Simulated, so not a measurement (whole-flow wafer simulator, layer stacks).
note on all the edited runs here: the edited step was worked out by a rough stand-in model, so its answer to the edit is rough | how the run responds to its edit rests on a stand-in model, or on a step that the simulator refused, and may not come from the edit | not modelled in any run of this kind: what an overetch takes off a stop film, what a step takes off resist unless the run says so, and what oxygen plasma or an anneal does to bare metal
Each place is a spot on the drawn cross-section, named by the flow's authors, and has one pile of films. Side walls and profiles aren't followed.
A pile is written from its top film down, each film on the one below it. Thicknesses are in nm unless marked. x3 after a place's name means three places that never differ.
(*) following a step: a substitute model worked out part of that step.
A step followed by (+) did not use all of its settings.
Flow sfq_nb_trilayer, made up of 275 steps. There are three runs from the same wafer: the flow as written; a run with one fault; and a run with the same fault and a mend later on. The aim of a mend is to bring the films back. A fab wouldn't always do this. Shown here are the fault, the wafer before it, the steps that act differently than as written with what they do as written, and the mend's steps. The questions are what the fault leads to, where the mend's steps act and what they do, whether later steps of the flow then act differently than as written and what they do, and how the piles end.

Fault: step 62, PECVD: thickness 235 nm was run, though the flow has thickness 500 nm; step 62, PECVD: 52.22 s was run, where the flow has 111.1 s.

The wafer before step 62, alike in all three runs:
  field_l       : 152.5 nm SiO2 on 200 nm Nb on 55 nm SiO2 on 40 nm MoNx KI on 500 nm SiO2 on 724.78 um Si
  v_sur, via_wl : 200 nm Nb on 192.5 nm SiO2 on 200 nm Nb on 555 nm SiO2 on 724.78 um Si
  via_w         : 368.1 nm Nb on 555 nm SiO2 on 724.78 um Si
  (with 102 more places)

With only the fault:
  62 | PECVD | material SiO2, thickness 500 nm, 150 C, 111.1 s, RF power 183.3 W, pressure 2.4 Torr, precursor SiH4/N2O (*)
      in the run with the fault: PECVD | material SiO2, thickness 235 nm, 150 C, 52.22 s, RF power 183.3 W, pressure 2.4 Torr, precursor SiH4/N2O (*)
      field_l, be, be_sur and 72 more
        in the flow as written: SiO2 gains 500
        in the run with the fault: SiO2 gains 235
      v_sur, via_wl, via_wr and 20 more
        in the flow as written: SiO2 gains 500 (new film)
        in the run with the fault: SiO2 gains 235 (new film)
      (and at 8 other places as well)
  Steps later in the flow that act otherwise than as written (not shown: 16 more steps that differ only slightly, by at most 2% or 0.5 nm, whichever is larger):
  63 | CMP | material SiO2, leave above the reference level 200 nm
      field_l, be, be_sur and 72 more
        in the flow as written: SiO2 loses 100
        in the run with the fault: nothing
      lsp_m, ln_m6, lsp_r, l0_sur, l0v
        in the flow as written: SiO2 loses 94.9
        in the run with the fault: nothing
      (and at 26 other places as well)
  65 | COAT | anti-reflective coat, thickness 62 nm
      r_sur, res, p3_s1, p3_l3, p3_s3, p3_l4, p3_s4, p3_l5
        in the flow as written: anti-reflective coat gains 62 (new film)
        in the run with the fault: anti-reflective coat gains 63.9 (new film)
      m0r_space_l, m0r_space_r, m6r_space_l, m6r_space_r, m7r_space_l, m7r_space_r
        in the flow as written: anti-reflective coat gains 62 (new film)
        in the run with the fault: anti-reflective coat gains 81.1 (new film)
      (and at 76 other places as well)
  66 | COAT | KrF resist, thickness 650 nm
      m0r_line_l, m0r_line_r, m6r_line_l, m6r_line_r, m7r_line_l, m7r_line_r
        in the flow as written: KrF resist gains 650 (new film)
        in the run with the fault: KrF resist gains 682.6 (new film)
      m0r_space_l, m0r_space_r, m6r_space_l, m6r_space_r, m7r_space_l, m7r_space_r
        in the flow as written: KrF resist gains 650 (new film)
        in the run with the fault: KrF resist gains 671.3 (new film)
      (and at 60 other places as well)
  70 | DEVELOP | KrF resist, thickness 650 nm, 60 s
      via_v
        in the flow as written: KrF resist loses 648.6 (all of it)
        in the run with the fault: KrF resist loses 589.6 (all of it)
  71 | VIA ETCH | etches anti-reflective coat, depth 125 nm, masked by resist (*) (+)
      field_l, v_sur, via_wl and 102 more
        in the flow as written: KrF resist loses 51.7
        in the run with the fault: KrF resist loses 40.9
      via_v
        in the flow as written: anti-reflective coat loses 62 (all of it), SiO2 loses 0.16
        in the run with the fault: anti-reflective coat loses 49 (all of it), SiO2 loses 0.12
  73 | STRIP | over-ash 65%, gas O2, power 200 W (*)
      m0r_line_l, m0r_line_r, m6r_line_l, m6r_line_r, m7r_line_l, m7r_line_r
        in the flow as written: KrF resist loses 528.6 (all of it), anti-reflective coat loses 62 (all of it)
        in the run with the fault: KrF resist loses 571.9 (all of it), anti-reflective coat loses 61.8 (all of it)
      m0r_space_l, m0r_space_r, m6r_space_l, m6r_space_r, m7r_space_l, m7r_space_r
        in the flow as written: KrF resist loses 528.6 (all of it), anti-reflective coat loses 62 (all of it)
        in the run with the fault: KrF resist loses 560.7 (all of it), anti-reflective coat loses 81.1 (all of it)
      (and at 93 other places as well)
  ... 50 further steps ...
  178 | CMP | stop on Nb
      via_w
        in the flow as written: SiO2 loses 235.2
        in the run with the fault: SiO2 loses 226.5
  The piles end different from the flow's at via_w, p4_w1, p4_w2 and 7 more by more than 2% or 0.5 nm, whichever is larger.
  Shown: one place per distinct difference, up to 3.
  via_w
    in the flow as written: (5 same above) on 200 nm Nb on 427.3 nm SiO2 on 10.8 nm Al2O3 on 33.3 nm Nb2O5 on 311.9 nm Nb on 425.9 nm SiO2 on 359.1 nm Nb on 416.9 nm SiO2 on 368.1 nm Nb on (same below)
    in the run with the fault: (5 same above) on 200 nm Nb on 495.5 nm SiO2 on 10.1 nm Al2O3 on 34.6 nm Nb2O5 on 110.8 nm Nb on 189.6 nm SiO2 on 161.3 nm Nb on 344 nm SiO2 on 90.1 nm Nb on 191.8 nm SiO2 on 160.9 nm Nb on 196.5 nm SiO2 on 368.1 nm Nb on (same below)
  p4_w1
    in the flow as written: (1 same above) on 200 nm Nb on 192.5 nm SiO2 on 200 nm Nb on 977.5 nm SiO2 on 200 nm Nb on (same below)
    in the run with the fault: (1 same above) on 200 nm Nb on 257.5 nm SiO2 on 200 nm Nb on 912.5 nm SiO2 on 200 nm Nb on (same below)

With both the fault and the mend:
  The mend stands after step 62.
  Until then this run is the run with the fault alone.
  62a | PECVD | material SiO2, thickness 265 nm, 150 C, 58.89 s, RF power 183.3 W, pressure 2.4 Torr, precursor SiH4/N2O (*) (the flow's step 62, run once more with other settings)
      field_l, v_sur, via_wl and 103 more
        SiO2 gains 265
  Steps later in the flow that act otherwise than as written:
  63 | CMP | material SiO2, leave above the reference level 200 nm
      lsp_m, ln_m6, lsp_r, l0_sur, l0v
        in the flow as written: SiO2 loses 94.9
        in the run with the mend: SiO2 loses 100
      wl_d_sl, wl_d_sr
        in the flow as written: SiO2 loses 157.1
        in the run with the mend: SiO2 loses 100
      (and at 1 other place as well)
  The piles end the same as the flow's at every place that both follow.
